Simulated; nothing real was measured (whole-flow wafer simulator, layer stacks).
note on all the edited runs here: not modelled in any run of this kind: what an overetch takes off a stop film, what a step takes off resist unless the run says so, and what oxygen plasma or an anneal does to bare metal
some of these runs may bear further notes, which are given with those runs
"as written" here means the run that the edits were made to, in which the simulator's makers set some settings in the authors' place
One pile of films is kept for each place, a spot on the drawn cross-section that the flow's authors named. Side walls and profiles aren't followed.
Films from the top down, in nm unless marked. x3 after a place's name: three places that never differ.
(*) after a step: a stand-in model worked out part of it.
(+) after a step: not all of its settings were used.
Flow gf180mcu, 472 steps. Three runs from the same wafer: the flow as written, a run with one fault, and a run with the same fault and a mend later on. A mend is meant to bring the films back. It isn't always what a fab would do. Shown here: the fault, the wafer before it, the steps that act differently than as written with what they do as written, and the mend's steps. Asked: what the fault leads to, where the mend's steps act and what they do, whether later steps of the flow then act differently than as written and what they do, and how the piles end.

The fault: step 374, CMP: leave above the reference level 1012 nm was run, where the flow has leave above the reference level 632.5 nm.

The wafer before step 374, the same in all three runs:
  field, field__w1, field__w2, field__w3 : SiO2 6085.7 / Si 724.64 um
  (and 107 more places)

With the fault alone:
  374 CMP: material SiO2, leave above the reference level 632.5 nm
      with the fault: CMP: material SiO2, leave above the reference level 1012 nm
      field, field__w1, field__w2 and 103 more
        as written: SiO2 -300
        with the fault: nothing
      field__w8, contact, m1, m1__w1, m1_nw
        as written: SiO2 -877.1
        with the fault: SiO2 -497.6
  Later steps of the flow that act differently than as written (6 more steps differ only slightly, by at most 2% or 0.5 nm, whichever is larger, and aren't shown):
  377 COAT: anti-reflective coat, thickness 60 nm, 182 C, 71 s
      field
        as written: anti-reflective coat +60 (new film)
        with the fault: anti-reflective coat +91.8 (new film)
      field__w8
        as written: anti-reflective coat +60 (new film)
        with the fault: anti-reflective coat +20.9 (new film)
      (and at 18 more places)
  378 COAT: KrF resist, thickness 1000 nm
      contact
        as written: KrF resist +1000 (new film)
        with the fault: KrF resist +968.5 (new film)
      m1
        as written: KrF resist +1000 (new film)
        with the fault: KrF resist +963.2 (new film)
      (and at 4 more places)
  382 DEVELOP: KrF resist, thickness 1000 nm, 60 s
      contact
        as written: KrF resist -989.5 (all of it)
        with the fault: KrF resist -958.3 (all of it)
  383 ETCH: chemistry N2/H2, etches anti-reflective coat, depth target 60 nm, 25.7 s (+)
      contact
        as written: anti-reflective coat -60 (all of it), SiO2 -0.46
        with the fault: anti-reflective coat -26.7 (all of it), SiO2 -1.31
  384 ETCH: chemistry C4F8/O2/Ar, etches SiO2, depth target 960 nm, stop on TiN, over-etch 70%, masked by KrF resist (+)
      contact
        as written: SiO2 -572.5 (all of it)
        with the fault: SiO2 -951.1 (all of it)
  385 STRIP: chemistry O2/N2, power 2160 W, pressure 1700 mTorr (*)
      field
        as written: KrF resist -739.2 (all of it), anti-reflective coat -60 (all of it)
        with the fault: KrF resist -725.4 (all of it), anti-reflective coat -91.8 (all of it)
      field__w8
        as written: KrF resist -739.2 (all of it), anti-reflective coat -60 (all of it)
        with the fault: KrF resist -729.2 (all of it), anti-reflective coat -20.9 (all of it)
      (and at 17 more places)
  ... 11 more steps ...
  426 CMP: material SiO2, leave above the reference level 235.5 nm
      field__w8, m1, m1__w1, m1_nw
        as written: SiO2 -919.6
        with the fault: SiO2 -996.2
  At the end the piles differ from the flow's by more than 2% or 0.5 nm, whichever is larger, at field, field__w1, field__w2 and 109 more.
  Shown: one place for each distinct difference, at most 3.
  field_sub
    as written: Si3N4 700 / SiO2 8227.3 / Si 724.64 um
    with the fault: Si3N4 700 / SiO2 8527.2 / Si 724.64 um
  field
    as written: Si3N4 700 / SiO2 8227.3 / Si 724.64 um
    with the fault: Si3N4 700 / SiO2 8527.3 / Si 724.64 um
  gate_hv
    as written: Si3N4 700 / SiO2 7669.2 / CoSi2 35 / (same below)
    with the fault: Si3N4 700 / SiO2 7969.1 / CoSi2 35 / (same below)

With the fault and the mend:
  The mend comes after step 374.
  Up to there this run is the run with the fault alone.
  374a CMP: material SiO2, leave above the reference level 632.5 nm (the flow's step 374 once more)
      field, field__w1, field__w2 and 103 more
        SiO2 -300
      field__w8, contact, m1, m1__w1, m1_nw
        SiO2 -379.5
  No later step of the flow acts differently than as written at any place that is followed.
  At the end the piles are the same as the flow's at every place that both follow.
